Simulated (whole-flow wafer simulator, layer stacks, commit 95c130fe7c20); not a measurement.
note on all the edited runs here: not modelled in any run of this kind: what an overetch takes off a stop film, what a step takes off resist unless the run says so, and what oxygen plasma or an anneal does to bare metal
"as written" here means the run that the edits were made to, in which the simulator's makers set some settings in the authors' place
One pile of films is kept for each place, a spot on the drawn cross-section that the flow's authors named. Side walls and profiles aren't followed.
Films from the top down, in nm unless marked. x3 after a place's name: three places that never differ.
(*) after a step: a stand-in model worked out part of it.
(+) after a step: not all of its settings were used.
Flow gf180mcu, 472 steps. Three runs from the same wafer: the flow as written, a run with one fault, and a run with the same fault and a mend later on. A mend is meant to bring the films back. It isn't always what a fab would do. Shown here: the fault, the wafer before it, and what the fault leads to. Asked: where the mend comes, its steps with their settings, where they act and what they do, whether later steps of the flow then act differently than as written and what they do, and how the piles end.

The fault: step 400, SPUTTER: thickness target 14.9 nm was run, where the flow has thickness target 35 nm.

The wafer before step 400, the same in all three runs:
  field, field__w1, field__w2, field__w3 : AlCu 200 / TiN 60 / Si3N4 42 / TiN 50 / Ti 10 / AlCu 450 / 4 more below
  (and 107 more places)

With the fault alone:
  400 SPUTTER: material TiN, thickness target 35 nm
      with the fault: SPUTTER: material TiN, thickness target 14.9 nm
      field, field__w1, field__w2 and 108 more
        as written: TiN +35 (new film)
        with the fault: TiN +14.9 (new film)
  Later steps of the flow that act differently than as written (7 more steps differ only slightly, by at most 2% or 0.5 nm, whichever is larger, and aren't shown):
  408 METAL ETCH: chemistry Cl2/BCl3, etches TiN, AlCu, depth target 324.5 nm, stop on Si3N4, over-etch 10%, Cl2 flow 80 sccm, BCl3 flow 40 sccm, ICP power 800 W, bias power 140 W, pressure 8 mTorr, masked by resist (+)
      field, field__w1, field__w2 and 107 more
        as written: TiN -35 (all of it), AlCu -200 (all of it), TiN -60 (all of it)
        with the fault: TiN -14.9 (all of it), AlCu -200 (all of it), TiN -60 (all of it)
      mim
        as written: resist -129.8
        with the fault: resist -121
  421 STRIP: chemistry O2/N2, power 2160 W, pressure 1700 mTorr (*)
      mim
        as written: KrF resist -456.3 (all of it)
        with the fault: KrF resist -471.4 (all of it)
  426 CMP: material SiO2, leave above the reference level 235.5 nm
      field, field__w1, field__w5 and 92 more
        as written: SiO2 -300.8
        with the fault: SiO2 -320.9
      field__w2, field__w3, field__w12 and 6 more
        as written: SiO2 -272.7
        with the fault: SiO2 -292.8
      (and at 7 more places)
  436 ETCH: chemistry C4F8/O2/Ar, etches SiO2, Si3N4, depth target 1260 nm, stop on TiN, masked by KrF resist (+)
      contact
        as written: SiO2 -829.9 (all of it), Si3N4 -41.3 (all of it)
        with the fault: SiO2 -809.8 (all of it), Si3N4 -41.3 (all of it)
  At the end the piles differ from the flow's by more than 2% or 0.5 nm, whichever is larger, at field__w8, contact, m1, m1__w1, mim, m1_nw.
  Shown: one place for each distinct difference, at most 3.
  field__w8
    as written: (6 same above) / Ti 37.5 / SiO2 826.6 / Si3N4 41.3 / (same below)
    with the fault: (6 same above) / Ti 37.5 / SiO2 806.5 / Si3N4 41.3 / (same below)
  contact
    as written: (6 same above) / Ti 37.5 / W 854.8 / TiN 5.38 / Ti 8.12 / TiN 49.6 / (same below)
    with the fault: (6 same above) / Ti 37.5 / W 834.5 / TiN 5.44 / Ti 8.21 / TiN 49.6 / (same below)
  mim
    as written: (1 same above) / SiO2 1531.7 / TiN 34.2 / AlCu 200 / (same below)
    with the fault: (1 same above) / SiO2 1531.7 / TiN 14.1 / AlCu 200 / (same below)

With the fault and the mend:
  The mend comes after step 407.
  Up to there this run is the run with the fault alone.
  407a STRIP: chemistry O2/N2, power 2160 W, pressure 1700 mTorr (*)
      mim
        resist -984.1 (all of it)
  407b SPUTTER: material TiN, thickness target 20.1 nm (the flow's step 400 once more, with other settings)
      field, field__w1, field__w2 and 108 more
        TiN +20.1
  407c HMDS: 120 C, 60 s (the flow's step 402 once more)
      changes no film at any place that is followed
  407d COAT: resist, thickness 1000 nm (the flow's step 403 once more)
      field, field__w1, field__w2 and 108 more
        resist +1000 (new film)
  407e SOFTBAKE: resist (the flow's step 404 once more)
      changes no film at any place that is followed
  407f EXPOSE: photomask FuseTop (the flow's step 405 once more)
      changes no film at any place that is followed
  407g PEB: resist, 70.3 s (the flow's step 406 once more)
      field, field__w1, field__w2 and 108 more
        resist -15.9
  407h DEVELOP: thickness 1000 nm, 60 s (the flow's step 407 once more)
      field, field__w1, field__w2 and 107 more
        resist -984.1 (all of it)
  No later step of the flow acts differently than as written at any place that is followed.
  At the end the piles are the same as the flow's at every place that both follow.
